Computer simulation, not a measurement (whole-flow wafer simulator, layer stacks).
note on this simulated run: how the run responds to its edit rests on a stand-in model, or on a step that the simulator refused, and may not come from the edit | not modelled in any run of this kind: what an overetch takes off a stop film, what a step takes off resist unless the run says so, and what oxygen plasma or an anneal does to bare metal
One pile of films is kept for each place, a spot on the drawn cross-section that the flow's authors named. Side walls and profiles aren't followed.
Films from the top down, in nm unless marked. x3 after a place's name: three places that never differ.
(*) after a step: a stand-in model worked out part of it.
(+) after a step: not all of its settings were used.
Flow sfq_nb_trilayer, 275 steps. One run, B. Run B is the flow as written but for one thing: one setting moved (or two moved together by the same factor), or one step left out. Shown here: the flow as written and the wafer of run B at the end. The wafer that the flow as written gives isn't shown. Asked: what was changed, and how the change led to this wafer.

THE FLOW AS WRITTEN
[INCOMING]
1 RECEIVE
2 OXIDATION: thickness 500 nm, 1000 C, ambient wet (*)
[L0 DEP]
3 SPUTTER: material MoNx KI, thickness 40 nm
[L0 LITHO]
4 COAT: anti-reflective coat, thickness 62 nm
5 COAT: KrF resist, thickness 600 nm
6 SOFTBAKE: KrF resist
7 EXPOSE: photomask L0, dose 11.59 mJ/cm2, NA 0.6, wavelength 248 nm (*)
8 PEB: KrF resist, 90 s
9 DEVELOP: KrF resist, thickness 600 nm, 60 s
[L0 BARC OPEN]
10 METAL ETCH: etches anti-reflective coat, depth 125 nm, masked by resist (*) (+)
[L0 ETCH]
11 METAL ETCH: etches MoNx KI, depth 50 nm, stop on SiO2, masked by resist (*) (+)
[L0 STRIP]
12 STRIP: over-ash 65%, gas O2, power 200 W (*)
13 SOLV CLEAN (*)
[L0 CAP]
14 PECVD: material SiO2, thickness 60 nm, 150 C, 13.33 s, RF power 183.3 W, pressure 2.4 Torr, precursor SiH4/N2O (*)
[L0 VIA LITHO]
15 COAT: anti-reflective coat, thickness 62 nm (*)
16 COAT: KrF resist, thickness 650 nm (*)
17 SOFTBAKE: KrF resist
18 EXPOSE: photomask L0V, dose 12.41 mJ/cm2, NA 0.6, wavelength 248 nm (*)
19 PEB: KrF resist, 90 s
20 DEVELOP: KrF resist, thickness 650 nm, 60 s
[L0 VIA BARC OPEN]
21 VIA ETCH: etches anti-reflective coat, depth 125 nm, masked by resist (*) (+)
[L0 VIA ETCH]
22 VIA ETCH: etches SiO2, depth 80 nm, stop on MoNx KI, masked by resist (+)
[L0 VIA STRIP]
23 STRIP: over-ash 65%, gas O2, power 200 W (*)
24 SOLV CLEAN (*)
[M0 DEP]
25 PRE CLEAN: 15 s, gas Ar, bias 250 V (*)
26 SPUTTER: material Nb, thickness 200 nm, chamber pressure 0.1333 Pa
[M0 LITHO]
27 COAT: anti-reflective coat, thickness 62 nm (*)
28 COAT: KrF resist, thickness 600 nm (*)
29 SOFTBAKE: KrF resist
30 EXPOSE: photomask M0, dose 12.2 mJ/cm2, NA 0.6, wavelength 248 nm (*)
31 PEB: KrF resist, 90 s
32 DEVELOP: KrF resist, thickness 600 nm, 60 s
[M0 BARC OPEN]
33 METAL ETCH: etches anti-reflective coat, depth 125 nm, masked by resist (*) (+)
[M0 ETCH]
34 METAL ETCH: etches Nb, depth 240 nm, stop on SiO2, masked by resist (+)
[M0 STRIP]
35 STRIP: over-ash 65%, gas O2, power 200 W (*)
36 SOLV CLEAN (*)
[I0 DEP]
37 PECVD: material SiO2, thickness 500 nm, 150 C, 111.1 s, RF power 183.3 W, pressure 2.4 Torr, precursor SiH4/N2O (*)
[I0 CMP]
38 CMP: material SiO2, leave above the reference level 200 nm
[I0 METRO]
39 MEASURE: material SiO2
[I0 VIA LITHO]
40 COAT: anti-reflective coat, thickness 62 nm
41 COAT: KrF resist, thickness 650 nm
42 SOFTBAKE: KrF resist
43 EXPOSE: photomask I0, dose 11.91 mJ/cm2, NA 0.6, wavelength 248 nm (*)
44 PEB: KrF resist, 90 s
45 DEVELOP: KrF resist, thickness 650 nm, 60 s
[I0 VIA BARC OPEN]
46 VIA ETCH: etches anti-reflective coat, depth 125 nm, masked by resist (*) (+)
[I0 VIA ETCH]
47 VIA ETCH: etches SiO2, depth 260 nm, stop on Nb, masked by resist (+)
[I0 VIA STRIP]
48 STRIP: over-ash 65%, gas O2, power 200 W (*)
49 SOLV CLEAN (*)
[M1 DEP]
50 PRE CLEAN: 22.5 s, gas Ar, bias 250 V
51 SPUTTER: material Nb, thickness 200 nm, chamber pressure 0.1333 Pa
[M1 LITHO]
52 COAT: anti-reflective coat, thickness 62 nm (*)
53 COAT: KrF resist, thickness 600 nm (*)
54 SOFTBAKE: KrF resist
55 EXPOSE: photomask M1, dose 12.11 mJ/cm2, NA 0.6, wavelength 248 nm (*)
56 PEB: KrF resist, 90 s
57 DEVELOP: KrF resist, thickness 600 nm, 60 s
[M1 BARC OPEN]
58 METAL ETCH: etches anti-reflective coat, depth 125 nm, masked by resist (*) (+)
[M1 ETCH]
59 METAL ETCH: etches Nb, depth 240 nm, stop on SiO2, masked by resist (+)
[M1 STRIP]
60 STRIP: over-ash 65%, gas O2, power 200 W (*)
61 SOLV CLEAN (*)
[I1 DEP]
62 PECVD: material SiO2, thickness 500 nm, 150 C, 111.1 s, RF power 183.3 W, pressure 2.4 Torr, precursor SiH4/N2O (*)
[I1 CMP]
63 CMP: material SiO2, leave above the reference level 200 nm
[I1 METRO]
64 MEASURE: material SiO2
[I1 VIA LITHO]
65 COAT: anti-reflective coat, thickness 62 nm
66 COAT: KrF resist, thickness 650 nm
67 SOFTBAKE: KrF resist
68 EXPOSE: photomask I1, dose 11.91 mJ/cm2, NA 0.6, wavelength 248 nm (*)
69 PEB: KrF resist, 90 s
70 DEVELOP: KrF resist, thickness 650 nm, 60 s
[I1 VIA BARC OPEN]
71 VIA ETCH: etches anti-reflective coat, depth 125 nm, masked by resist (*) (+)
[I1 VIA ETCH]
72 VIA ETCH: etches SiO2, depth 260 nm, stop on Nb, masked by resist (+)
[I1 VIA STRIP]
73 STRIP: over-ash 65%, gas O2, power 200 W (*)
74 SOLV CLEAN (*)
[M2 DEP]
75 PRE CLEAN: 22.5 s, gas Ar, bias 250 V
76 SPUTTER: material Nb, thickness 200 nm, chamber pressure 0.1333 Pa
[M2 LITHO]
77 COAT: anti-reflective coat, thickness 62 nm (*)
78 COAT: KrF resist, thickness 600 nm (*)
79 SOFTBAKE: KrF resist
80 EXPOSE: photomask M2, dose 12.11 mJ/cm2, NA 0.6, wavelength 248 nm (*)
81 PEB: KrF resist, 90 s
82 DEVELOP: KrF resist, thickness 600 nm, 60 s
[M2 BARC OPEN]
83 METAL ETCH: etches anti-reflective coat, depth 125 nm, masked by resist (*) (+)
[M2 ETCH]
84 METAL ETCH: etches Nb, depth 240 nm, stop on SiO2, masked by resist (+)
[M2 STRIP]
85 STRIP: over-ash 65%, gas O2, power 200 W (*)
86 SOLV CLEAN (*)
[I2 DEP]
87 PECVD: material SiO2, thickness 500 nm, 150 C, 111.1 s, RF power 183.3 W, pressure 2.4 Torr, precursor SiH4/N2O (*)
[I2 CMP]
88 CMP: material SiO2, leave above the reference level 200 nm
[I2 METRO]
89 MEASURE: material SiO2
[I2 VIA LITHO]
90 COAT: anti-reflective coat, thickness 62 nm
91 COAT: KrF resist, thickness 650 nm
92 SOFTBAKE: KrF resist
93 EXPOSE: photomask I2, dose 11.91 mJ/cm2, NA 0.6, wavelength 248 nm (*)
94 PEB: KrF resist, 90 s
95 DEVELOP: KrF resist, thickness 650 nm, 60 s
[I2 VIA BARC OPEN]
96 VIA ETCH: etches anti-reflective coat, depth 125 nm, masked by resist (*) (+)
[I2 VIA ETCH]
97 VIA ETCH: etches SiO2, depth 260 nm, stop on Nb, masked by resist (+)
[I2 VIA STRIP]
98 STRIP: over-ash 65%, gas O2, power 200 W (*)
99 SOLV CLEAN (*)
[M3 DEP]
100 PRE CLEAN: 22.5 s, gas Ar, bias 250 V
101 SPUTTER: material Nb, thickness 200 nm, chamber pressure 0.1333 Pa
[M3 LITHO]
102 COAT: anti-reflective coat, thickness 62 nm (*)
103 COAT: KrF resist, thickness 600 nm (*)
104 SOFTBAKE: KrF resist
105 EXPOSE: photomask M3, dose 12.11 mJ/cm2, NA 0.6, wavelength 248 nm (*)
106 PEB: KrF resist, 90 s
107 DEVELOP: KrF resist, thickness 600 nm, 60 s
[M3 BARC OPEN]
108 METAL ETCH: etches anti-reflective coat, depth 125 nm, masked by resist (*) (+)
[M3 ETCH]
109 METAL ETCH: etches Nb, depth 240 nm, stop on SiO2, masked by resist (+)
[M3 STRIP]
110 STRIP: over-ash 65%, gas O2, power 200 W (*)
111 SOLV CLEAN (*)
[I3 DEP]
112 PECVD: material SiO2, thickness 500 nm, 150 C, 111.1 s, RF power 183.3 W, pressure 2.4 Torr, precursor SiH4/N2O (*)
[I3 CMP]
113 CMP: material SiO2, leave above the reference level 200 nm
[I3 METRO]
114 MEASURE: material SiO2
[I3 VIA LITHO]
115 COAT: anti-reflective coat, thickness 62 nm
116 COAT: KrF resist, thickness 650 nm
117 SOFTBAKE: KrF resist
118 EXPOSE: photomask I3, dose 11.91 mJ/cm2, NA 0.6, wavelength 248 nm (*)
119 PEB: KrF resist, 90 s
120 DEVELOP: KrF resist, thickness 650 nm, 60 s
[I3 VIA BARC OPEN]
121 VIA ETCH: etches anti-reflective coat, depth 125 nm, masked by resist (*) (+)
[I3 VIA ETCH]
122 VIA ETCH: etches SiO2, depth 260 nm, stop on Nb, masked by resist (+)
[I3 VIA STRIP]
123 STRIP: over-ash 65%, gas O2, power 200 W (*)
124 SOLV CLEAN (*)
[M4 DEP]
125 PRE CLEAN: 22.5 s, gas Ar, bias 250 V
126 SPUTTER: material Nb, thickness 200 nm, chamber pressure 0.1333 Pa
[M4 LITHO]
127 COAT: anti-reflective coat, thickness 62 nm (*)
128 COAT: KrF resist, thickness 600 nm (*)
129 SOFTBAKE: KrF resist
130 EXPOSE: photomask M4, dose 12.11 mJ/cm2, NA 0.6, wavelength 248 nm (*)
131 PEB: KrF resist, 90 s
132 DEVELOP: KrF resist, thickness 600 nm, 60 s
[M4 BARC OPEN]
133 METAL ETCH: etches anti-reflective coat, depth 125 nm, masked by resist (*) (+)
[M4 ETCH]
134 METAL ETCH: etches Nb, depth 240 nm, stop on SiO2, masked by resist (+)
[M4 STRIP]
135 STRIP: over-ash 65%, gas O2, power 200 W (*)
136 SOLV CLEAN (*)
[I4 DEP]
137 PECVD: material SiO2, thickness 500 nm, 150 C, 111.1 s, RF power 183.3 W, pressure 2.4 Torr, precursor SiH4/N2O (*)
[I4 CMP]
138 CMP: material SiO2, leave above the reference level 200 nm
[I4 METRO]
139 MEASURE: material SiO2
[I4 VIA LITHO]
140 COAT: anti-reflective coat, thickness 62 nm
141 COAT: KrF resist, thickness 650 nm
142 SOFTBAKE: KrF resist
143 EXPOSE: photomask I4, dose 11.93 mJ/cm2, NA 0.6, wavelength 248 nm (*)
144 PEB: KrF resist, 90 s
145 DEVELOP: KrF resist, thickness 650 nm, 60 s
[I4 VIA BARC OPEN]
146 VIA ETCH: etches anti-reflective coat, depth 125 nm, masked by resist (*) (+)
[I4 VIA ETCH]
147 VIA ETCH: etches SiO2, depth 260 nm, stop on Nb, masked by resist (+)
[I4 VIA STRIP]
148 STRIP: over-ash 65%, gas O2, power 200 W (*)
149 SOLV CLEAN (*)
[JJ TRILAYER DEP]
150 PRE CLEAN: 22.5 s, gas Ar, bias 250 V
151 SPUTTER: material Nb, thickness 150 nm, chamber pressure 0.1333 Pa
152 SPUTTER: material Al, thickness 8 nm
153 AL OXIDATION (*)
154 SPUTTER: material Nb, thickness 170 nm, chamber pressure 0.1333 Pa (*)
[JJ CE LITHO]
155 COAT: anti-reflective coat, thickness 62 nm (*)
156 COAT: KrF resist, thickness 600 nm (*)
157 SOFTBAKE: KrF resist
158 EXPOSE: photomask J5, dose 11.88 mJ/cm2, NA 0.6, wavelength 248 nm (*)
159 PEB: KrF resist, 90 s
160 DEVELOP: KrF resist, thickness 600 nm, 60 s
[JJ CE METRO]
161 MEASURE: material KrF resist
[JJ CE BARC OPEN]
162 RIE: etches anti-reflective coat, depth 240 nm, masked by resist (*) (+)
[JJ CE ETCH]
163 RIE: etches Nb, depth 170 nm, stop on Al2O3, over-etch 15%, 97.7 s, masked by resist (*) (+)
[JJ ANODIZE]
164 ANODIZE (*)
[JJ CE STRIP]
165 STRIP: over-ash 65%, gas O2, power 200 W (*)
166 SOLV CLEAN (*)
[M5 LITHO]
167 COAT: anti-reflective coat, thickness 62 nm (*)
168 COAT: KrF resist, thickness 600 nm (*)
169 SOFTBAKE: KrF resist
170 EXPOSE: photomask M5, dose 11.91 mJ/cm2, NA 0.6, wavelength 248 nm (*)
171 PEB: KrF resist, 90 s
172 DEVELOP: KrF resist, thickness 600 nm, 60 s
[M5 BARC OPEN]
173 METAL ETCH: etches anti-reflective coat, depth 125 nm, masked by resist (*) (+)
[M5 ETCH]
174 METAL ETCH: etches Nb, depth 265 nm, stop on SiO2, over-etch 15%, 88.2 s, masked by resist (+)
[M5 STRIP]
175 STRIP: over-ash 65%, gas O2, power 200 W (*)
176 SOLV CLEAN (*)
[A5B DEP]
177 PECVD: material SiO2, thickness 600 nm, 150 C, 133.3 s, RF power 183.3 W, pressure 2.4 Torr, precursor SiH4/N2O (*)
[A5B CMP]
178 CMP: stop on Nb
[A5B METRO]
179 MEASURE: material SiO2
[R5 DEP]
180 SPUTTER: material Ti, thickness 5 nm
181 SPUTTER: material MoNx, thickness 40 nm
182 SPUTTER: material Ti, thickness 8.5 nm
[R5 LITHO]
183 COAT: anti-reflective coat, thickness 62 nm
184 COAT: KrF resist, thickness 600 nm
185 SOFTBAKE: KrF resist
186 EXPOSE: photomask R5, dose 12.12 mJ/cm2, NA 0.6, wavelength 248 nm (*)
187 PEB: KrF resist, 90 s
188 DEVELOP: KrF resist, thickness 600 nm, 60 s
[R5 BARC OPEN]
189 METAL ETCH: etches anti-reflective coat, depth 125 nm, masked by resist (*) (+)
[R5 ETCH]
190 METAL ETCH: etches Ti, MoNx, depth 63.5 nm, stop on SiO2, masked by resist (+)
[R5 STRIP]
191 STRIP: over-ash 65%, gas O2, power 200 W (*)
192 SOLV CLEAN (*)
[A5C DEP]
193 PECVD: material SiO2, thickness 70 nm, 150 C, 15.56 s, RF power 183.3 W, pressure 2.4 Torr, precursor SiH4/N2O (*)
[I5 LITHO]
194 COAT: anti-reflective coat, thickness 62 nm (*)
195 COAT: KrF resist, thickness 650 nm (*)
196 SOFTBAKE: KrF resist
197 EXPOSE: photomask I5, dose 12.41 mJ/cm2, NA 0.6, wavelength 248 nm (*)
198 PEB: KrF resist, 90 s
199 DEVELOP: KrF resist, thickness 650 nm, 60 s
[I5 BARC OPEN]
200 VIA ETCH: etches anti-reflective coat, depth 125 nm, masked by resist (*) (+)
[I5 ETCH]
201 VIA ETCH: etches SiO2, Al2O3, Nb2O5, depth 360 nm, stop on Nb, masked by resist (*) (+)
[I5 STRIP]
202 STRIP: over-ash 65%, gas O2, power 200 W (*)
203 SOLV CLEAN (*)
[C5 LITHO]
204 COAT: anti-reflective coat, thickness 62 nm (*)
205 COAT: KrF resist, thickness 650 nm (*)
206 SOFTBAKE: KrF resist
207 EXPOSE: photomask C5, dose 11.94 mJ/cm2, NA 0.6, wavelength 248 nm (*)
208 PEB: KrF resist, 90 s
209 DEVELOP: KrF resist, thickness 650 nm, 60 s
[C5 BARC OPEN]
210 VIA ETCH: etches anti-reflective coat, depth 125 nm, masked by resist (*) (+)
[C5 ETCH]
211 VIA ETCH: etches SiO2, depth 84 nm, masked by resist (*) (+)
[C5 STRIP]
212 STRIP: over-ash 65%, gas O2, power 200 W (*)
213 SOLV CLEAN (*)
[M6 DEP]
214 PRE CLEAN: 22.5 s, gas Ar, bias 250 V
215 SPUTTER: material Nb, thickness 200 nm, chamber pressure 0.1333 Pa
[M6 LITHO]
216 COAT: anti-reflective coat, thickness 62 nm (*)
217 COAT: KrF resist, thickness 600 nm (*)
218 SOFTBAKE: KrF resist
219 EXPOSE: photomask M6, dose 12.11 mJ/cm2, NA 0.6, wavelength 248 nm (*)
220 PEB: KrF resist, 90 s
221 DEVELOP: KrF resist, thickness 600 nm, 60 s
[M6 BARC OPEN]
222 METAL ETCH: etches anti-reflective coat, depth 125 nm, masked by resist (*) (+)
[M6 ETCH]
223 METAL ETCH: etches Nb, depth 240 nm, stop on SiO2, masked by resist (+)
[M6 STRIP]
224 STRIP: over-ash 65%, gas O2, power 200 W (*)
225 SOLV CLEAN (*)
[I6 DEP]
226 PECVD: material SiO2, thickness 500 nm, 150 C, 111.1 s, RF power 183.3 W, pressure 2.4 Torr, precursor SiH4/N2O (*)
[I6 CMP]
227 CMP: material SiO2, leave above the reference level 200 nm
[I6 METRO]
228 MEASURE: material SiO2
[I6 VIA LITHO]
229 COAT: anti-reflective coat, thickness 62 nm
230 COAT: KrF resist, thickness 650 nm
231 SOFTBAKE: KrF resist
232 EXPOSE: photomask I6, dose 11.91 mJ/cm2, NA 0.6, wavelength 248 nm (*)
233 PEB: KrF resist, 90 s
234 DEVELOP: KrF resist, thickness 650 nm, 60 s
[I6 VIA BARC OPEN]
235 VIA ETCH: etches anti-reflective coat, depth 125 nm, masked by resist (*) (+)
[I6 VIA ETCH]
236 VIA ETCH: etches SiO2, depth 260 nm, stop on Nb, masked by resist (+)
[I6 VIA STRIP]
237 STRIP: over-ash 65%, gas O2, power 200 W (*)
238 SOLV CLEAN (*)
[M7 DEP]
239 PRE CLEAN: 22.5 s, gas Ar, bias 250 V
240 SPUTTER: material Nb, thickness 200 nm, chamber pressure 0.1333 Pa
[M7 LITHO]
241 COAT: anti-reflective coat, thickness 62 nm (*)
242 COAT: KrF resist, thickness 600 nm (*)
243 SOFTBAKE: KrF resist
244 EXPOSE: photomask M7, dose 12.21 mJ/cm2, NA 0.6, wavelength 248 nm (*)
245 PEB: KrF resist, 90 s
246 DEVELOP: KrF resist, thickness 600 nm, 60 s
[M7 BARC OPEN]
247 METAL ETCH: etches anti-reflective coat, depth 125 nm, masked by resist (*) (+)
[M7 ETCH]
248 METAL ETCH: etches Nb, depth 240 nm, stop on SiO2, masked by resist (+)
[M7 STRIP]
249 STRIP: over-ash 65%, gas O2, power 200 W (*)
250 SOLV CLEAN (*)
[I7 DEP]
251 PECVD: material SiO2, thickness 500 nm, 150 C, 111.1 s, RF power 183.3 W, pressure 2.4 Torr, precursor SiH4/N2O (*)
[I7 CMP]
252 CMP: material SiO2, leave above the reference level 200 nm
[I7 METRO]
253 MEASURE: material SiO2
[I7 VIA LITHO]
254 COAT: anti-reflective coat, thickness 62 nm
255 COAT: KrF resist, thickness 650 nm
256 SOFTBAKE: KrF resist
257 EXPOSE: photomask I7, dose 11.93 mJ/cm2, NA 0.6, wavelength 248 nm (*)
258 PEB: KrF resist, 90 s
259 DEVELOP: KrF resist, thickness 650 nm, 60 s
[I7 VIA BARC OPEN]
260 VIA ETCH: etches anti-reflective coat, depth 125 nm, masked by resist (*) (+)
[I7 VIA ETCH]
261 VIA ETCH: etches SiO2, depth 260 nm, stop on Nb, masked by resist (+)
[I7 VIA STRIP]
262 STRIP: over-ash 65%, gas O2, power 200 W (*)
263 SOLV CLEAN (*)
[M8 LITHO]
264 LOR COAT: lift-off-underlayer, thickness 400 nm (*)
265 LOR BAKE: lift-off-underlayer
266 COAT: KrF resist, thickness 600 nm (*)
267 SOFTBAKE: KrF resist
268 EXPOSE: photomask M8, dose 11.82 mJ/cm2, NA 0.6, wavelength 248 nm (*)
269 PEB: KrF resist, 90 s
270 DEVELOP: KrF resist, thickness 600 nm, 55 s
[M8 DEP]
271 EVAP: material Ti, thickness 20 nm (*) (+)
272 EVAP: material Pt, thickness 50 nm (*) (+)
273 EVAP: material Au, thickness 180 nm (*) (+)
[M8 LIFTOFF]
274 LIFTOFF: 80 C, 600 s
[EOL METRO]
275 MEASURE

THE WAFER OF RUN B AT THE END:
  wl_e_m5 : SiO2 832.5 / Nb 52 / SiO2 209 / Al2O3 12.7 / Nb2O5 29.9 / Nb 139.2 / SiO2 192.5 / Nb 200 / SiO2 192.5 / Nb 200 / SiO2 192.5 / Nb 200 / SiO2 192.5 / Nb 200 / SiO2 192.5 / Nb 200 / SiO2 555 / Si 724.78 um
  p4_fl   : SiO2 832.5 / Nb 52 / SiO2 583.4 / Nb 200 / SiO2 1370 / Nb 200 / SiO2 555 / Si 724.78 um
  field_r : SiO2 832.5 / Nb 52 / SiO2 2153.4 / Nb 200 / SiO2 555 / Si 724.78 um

The cause: step 215, SPUTTER: thickness 292 nm was run, where the flow has thickness 200 nm.

How the change led to this, step by step:
  215 SPUTTER: material Nb, thickness 200 nm, chamber pressure 0.1333 Pa
      field_l, v_sur, via_wl and 100 more: Nb +292 (new film) (as written it would be: Nb +200 (new film))
      be: Nb +213.7 (as written it would be: Nb +147.3)
      (and at 2 more places)
  216 COAT: anti-reflective coat, thickness 62 nm (*)
      be: anti-reflective coat +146 (new film) (as written it would be: anti-reflective coat +136.7 (new film))
      c5j: anti-reflective coat +113 (new film) (as written it would be: anti-reflective coat +110.7 (new film))
  223 METAL ETCH: etches Nb, depth 240 nm, stop on SiO2, masked by resist (+)
      field_l, gap, moat and 76 more: Nb -240 (as written it would be: Nb -200 (all of it))
  224 STRIP: over-ash 65%, gas O2, power 200 W (*)
      be: KrF resist -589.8 (all of it), anti-reflective coat -146 (all of it) (as written it would be: KrF resist -575.8 (all of it), anti-reflective coat -136.7 (all of it))
      c5j: KrF resist -417.4 (all of it), anti-reflective coat -113 (all of it) (as written it would be: KrF resist -418.3 (all of it), anti-reflective coat -110.7 (all of it))
  226 PECVD: material SiO2, thickness 500 nm, 150 C, 111.1 s, RF power 183.3 W, pressure 2.4 Torr, precursor SiH4/N2O (*)
      field_l, p4_fl, p4_fm and 62 more: SiO2 +500 (new film) (as written it would be: SiO2 +500)
      moat, field_r, lsp_l, ln_m5, lsp_m: SiO2 +492.3 (new film) (as written it would be: SiO2 +493.6)
      (and at 10 more places)
  227 CMP: material SiO2, leave above the reference level 200 nm
      field_l, p4_fl, p4_fm and 59 more: SiO2 -60 (as written it would be: SiO2 -100)
      moat, field_r, lsp_l, ln_m5, lsp_m: SiO2 -52.3 (as written it would be: SiO2 -93.6)
      (and at 9 more places)
Counting metal films that touch as one body, wl_e_m5 has 7 bodies (between them, from the top down: SiO2 209 / Al2O3 12.7 / Nb2O5 29.9; SiO2 192.5; SiO2 192.5; SiO2 192.5; SiO2 192.5; SiO2 192.5); the flow as written gives 6 bodies (between them, from the top down: SiO2 192.5; SiO2 192.5; SiO2 192.5; SiO2 192.5; SiO2 192.5).
Counting metal films that touch as one body, p4_fl has 3 bodies (between them, from the top down: SiO2 583.4; SiO2 1370); the flow as written gives 2 bodies (between them, from the top down: SiO2 1370).
Counting metal films that touch as one body, field_r has 2 bodies (between them, from the top down: SiO2 2153.4); the flow as written gives 1 body.
